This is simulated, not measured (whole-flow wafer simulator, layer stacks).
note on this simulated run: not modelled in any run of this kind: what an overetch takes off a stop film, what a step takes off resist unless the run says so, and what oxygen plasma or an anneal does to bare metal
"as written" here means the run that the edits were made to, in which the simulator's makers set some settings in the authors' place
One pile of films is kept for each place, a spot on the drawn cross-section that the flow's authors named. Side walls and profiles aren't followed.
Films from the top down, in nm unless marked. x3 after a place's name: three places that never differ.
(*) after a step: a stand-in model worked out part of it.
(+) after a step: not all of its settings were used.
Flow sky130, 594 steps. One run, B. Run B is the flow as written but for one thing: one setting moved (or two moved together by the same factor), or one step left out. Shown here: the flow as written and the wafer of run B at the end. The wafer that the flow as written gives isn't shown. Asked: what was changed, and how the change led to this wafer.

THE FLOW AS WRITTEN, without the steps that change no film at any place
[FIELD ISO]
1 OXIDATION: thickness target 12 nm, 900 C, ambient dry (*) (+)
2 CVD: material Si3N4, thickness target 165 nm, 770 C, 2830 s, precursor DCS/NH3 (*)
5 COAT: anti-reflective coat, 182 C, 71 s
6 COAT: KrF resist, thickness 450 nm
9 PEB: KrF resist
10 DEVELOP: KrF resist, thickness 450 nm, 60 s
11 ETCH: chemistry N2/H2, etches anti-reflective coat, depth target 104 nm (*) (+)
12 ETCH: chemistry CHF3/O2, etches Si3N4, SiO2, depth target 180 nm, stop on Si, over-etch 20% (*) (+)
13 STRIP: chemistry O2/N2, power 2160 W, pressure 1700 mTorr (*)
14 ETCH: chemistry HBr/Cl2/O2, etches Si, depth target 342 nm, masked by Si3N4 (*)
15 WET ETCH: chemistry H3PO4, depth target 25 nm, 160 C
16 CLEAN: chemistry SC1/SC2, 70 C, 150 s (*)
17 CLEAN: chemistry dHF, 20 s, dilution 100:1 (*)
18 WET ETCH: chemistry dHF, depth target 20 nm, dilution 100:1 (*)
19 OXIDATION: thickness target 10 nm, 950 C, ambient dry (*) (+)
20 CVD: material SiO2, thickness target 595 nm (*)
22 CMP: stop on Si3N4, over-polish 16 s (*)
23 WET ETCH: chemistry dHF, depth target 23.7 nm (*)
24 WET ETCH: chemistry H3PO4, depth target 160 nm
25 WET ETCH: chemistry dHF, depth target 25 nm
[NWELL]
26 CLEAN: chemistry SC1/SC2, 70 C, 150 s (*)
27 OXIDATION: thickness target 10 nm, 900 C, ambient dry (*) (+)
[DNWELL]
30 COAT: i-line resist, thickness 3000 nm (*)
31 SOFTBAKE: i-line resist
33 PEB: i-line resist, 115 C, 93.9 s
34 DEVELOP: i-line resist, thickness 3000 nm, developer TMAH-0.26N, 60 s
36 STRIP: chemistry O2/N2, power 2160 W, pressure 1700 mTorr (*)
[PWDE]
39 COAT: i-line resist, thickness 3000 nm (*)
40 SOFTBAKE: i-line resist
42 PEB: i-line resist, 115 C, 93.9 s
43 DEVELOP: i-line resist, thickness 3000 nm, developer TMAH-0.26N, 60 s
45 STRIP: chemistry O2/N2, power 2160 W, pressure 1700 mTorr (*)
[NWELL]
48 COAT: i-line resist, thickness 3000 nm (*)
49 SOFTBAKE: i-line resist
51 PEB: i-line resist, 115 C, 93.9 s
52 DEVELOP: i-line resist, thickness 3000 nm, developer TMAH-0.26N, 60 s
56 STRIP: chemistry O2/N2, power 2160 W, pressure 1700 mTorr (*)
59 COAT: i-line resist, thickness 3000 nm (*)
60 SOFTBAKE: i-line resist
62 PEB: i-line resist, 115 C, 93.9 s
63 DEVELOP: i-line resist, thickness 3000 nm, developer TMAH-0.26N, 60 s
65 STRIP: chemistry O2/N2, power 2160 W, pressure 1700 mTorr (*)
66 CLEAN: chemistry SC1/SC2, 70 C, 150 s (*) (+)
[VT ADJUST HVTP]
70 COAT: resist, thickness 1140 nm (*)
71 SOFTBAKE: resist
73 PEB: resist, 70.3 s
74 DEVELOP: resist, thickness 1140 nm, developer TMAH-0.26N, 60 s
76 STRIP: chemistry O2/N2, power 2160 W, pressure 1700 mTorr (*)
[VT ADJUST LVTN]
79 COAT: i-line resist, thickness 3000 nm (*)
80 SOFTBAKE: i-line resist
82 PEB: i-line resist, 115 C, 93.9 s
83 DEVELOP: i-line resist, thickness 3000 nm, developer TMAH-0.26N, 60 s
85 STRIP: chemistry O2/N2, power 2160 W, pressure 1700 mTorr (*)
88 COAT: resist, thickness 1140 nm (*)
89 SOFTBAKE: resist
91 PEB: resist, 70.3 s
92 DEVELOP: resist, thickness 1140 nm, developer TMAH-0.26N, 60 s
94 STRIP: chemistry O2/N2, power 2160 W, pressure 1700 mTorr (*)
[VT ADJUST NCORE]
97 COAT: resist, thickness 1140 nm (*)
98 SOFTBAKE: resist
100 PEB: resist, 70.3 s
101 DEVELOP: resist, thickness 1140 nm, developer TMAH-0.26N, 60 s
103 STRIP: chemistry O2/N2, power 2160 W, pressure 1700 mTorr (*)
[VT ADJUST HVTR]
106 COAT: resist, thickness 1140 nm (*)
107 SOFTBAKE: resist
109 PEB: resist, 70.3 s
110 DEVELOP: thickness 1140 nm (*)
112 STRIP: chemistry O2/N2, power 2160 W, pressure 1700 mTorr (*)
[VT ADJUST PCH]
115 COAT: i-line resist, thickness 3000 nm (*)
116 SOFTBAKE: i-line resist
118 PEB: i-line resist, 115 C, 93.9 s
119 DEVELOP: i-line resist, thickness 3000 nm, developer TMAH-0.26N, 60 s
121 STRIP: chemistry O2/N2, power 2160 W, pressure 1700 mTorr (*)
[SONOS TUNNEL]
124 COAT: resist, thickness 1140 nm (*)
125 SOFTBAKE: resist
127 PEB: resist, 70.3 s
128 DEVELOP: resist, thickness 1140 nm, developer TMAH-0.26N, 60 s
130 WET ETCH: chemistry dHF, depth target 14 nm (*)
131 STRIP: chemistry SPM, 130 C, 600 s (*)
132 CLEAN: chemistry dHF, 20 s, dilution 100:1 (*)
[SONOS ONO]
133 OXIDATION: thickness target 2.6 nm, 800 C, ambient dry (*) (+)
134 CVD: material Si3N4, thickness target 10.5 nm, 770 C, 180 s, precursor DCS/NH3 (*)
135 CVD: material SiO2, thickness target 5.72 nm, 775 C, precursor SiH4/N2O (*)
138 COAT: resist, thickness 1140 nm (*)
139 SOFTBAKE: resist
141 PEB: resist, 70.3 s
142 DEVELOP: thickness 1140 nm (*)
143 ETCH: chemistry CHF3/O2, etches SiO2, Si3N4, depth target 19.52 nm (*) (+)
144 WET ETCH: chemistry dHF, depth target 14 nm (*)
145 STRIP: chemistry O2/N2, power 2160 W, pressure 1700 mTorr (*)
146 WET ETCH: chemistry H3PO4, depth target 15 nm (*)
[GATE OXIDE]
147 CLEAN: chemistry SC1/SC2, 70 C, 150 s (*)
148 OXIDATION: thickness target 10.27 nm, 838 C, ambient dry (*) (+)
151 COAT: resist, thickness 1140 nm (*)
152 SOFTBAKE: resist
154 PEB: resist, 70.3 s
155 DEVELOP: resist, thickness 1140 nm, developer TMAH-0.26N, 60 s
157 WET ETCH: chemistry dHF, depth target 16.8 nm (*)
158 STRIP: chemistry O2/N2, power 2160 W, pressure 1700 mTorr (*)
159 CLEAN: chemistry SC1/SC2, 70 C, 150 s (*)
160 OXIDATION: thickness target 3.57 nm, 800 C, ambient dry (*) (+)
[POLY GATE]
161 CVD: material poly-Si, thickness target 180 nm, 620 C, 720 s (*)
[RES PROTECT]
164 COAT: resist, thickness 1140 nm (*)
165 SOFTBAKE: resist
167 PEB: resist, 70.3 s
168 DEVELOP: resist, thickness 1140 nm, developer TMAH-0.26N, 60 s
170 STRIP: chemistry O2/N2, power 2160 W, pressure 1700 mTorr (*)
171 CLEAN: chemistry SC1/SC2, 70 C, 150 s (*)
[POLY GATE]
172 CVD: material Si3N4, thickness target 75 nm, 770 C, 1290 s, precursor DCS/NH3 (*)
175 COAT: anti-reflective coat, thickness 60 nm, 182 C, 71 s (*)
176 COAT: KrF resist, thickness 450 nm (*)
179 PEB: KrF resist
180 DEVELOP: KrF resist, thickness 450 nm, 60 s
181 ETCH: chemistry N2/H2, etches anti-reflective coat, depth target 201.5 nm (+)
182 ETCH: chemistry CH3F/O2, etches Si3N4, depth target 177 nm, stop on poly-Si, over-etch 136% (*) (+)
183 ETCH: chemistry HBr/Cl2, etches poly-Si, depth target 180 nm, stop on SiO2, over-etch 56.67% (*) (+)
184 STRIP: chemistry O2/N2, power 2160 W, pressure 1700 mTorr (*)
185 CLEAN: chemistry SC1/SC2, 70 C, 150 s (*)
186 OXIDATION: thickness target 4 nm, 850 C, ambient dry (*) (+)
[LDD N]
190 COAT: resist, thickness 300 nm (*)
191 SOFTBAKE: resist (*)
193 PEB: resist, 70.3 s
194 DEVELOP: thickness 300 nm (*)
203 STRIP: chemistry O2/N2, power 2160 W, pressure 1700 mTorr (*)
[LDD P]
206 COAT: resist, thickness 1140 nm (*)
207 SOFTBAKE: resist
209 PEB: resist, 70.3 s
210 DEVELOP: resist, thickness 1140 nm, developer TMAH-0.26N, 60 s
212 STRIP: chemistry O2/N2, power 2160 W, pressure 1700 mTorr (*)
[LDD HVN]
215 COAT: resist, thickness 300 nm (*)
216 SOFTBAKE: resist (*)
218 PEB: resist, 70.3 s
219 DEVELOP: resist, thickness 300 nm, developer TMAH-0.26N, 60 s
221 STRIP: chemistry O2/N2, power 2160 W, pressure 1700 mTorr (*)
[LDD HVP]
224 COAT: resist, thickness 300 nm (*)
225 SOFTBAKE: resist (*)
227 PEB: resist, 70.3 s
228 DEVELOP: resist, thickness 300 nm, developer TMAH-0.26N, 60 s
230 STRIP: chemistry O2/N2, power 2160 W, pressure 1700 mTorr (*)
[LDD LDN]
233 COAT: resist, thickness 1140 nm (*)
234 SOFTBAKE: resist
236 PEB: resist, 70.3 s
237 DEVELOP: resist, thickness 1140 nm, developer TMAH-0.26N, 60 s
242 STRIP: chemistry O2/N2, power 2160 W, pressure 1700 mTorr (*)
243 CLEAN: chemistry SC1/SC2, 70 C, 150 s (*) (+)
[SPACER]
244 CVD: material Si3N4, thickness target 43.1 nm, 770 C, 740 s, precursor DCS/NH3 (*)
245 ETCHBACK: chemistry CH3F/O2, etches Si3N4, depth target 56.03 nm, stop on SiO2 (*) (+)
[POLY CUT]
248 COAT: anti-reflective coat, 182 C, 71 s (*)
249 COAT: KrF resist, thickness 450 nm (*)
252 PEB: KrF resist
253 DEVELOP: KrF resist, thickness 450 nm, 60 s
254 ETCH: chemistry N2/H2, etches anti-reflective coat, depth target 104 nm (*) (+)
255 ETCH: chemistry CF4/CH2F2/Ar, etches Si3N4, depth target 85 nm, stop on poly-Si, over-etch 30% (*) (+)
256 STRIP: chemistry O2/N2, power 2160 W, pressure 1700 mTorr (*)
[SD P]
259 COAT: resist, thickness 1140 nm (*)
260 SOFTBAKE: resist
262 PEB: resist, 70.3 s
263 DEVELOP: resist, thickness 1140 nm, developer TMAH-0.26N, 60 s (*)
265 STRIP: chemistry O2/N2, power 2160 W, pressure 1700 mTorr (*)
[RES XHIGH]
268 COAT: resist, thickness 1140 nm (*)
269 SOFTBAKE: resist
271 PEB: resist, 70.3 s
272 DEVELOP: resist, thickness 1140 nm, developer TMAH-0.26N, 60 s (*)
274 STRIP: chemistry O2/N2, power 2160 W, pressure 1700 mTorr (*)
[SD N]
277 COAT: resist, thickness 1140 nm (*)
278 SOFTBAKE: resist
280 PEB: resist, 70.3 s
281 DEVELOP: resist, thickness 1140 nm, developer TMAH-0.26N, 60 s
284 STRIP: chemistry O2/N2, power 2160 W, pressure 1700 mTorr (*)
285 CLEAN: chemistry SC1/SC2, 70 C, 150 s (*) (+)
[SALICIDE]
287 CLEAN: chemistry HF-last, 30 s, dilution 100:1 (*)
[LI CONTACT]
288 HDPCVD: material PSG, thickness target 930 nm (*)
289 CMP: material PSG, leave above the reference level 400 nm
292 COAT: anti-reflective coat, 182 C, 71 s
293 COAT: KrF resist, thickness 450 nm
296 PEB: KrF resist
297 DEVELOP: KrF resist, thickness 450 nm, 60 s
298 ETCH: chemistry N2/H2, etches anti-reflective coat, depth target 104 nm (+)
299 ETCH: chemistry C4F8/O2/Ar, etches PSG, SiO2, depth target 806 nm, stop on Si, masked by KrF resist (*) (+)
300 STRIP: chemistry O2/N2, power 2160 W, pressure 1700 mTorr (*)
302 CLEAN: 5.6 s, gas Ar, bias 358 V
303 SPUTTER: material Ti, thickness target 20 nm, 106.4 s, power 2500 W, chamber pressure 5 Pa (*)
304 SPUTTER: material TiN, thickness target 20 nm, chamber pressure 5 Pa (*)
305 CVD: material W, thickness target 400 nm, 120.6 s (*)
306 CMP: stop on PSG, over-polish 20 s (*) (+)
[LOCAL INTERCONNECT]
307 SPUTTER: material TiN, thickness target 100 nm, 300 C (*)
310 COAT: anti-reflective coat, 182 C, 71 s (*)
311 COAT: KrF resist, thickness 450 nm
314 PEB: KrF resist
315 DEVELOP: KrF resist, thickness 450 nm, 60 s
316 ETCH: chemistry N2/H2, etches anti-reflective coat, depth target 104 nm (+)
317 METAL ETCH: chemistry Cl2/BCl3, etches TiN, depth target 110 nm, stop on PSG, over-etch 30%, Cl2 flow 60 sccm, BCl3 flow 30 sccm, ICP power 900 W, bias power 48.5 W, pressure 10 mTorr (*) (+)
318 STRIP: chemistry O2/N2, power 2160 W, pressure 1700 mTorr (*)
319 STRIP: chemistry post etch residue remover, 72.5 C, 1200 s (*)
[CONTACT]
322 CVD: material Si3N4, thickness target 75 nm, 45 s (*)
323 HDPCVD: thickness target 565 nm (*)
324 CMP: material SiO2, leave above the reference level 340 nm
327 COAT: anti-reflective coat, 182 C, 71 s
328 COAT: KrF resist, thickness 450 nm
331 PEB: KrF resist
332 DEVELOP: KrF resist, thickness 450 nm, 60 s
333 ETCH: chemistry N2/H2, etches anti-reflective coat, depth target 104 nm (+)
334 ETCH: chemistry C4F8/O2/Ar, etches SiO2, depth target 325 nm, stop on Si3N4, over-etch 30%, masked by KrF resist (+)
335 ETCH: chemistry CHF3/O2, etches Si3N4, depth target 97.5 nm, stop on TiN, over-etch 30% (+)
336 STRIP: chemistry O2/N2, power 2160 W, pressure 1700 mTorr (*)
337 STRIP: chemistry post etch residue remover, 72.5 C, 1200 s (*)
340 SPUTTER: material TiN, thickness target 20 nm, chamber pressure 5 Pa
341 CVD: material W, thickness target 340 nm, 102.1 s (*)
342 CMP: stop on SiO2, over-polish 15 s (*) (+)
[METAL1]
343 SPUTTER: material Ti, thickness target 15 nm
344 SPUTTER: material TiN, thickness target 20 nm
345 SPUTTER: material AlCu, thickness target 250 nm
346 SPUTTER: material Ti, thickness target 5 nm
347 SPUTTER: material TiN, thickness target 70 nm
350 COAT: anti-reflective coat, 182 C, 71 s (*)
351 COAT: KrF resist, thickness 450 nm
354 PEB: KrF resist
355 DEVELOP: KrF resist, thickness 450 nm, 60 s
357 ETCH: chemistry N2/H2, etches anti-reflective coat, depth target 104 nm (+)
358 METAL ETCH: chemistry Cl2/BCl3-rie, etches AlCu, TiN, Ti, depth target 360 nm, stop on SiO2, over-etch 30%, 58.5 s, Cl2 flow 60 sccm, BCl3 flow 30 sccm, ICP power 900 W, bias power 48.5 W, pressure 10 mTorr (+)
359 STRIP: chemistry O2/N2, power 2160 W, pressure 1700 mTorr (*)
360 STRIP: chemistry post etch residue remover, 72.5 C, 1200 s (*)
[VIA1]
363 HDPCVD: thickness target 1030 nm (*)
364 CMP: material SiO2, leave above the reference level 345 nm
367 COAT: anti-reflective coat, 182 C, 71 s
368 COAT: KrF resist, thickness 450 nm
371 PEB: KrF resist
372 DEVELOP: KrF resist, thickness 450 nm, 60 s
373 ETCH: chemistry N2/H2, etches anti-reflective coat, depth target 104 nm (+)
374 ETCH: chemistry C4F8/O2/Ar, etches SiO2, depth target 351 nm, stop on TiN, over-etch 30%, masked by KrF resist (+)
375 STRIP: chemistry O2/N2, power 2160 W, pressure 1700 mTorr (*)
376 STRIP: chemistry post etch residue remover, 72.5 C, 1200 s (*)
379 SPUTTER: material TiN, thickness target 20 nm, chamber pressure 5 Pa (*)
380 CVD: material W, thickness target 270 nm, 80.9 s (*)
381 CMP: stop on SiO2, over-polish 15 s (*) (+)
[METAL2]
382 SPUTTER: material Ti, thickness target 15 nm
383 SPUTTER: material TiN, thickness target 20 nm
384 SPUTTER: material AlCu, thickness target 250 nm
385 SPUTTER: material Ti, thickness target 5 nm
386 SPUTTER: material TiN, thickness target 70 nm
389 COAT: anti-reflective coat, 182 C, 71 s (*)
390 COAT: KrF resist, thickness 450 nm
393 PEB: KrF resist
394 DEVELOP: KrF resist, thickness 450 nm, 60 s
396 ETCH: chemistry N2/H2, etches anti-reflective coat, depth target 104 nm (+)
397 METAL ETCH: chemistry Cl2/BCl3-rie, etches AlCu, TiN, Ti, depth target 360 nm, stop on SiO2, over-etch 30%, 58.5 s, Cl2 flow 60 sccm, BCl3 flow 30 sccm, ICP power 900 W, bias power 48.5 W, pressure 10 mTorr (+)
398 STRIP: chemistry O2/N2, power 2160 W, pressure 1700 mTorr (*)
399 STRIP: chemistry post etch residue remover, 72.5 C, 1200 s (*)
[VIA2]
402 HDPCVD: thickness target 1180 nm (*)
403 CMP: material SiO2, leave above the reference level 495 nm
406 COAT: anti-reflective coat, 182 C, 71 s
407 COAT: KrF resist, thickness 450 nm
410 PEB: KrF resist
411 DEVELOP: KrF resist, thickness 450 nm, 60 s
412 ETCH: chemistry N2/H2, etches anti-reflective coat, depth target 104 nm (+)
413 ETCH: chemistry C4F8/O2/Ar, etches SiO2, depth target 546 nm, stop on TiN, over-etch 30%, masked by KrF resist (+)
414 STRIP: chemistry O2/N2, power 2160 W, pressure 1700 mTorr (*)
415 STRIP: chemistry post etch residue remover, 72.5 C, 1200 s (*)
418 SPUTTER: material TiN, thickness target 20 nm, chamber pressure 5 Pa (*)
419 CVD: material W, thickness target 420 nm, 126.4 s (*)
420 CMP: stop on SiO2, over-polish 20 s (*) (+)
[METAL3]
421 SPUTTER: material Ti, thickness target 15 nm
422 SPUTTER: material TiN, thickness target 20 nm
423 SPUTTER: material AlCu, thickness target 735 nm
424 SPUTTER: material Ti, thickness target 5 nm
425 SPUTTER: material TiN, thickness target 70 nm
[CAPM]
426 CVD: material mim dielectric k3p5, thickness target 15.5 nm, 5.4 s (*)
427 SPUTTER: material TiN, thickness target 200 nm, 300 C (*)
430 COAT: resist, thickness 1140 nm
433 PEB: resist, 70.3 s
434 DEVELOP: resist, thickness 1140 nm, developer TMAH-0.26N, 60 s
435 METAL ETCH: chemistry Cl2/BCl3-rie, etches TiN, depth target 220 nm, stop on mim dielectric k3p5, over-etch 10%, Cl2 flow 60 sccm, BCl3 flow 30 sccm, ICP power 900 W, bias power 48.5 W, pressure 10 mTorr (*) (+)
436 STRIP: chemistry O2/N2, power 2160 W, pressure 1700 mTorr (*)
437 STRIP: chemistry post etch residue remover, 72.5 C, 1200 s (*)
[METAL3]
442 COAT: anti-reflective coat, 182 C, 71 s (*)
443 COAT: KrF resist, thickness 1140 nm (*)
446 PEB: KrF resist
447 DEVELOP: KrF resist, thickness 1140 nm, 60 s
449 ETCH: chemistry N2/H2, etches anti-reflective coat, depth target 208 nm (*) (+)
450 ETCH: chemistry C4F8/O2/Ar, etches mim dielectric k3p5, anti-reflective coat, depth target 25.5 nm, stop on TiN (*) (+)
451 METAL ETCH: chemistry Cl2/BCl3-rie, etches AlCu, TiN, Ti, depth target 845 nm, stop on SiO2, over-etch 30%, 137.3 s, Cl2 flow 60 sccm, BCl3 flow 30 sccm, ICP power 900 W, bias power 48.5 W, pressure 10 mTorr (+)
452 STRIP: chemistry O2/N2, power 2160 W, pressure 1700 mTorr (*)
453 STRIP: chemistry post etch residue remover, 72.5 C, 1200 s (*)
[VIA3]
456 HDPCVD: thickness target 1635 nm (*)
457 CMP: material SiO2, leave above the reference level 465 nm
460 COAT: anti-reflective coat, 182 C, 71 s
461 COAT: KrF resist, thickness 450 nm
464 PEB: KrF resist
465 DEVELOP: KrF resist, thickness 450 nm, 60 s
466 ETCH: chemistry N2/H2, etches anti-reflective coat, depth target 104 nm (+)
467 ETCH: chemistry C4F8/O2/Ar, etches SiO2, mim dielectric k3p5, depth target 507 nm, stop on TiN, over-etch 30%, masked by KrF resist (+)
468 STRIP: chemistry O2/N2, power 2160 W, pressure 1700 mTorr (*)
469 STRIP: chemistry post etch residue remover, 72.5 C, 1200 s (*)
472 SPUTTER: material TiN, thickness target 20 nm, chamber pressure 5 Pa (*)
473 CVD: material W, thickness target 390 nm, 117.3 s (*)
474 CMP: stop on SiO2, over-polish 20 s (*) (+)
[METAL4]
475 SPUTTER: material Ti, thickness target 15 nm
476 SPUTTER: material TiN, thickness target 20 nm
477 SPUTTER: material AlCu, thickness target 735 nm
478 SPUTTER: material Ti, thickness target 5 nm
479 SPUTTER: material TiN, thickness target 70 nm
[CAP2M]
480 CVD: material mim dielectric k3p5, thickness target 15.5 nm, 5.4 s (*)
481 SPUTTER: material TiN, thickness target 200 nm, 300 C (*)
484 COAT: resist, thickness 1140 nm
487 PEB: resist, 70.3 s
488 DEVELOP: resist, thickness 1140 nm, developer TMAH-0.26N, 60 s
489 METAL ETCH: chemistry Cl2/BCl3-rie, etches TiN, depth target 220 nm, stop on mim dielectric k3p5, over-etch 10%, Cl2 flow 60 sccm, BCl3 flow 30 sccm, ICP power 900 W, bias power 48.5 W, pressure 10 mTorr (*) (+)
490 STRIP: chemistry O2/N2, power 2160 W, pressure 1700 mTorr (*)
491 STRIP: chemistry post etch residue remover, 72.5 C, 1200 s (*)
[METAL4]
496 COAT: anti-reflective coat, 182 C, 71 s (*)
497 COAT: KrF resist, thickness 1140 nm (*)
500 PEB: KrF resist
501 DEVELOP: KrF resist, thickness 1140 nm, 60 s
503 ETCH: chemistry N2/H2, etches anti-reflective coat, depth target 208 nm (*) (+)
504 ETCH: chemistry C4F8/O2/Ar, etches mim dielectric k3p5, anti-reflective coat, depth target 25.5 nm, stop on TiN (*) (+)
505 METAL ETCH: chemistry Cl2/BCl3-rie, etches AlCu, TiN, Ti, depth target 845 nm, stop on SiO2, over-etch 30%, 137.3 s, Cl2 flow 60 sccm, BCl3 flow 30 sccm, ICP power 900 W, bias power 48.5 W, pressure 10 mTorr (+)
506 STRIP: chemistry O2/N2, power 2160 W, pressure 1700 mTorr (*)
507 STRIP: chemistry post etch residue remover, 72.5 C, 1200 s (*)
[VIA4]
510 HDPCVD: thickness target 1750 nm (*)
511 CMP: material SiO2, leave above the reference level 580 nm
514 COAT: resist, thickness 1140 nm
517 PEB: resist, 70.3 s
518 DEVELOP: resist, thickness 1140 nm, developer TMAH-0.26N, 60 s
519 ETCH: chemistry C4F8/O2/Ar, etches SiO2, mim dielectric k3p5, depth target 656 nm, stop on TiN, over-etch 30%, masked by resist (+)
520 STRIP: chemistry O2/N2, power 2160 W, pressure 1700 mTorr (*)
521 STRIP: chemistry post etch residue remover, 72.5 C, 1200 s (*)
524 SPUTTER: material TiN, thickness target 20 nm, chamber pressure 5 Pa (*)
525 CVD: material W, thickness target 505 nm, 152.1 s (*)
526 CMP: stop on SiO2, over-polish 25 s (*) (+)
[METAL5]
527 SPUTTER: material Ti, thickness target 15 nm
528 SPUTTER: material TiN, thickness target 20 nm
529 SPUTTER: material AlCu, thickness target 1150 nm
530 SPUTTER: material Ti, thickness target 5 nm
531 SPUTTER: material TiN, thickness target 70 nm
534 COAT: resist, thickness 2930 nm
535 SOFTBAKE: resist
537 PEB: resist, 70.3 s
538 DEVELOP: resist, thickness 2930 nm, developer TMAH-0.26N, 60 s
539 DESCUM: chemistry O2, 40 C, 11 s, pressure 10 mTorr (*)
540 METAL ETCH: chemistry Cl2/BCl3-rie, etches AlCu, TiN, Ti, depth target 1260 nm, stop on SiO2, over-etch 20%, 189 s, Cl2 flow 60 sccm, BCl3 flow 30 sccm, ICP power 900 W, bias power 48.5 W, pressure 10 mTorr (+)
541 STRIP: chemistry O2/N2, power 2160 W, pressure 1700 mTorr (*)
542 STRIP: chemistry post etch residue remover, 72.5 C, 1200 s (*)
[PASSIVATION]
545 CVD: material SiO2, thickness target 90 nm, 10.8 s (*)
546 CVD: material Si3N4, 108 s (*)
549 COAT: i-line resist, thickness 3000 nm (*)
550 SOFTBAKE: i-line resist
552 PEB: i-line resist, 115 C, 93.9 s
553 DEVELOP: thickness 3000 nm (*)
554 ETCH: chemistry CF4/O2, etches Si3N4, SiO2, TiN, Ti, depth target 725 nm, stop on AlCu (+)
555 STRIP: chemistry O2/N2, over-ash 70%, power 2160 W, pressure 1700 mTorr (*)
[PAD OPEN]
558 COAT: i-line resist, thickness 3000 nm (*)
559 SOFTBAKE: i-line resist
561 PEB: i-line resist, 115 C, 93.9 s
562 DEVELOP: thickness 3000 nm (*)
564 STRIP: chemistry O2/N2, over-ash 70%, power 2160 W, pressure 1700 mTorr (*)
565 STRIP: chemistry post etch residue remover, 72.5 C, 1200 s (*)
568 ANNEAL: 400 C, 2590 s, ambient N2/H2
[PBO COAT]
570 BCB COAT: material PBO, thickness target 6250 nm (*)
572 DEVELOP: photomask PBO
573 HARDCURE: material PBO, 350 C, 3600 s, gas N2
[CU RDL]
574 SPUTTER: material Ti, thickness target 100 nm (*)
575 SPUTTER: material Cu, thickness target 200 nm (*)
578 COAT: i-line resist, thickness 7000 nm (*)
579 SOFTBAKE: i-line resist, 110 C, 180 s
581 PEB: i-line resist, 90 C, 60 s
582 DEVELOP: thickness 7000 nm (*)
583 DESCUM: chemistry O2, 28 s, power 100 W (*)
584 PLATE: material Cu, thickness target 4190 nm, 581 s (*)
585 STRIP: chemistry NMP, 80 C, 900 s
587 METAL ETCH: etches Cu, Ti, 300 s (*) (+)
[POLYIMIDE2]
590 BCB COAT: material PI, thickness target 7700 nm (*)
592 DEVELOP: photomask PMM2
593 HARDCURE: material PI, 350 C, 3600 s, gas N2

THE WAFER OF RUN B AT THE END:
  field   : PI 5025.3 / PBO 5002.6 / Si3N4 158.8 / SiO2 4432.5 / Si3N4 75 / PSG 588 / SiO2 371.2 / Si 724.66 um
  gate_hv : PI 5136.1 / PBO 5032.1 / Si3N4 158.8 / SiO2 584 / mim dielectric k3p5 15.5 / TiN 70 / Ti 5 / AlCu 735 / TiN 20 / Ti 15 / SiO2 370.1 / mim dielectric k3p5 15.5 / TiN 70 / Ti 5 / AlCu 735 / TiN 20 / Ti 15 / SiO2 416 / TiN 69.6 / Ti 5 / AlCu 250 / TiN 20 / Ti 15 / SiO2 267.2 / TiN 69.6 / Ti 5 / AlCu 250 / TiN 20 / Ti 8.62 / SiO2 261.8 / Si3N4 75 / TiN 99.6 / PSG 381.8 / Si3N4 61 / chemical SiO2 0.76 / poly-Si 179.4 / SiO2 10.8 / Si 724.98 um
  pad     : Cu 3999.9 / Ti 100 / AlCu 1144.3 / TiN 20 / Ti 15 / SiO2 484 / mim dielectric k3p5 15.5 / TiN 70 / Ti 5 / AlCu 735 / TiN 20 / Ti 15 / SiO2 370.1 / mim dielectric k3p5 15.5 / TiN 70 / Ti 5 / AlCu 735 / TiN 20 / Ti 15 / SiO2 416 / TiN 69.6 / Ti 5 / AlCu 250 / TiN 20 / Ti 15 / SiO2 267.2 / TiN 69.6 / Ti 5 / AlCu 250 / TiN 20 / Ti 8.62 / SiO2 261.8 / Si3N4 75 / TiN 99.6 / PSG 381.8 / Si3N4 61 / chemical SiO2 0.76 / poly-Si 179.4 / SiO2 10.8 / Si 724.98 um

The cause: step 343, SPUTTER: thickness target 8.62 nm was run, where the flow has thickness target 15 nm.
It can be read off the wafer: gate_hv has Ti 8.62, and step 343 as written asks for 15 nm.

How the change led to this, step by step:
  343 SPUTTER: material Ti, thickness target 15 nm
      field, active, n_well and 188 more: Ti +8.62 (new film) (as written it would be: Ti +15 (new film))
  358 METAL ETCH: chemistry Cl2/BCl3-rie, etches AlCu, TiN, Ti, depth target 360 nm, stop on SiO2, over-etch 30%, 58.5 s, Cl2 flow 60 sccm, BCl3 flow 30 sccm, ICP power 900 W, bias power 48.5 W, pressure 10 mTorr (+)
      field, active, gate and 81 more: TiN -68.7 (all of it), Ti -5 (all of it), AlCu -250 (all of it), TiN -20 (all of it), Ti -8.62 (all of it), SiO2 -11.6 (as written it would be: TiN -68.7 (all of it), Ti -5 (all of it), AlCu -250 (all of it), TiN -20 (all of it), Ti -15 (all of it), SiO2 -10.9)
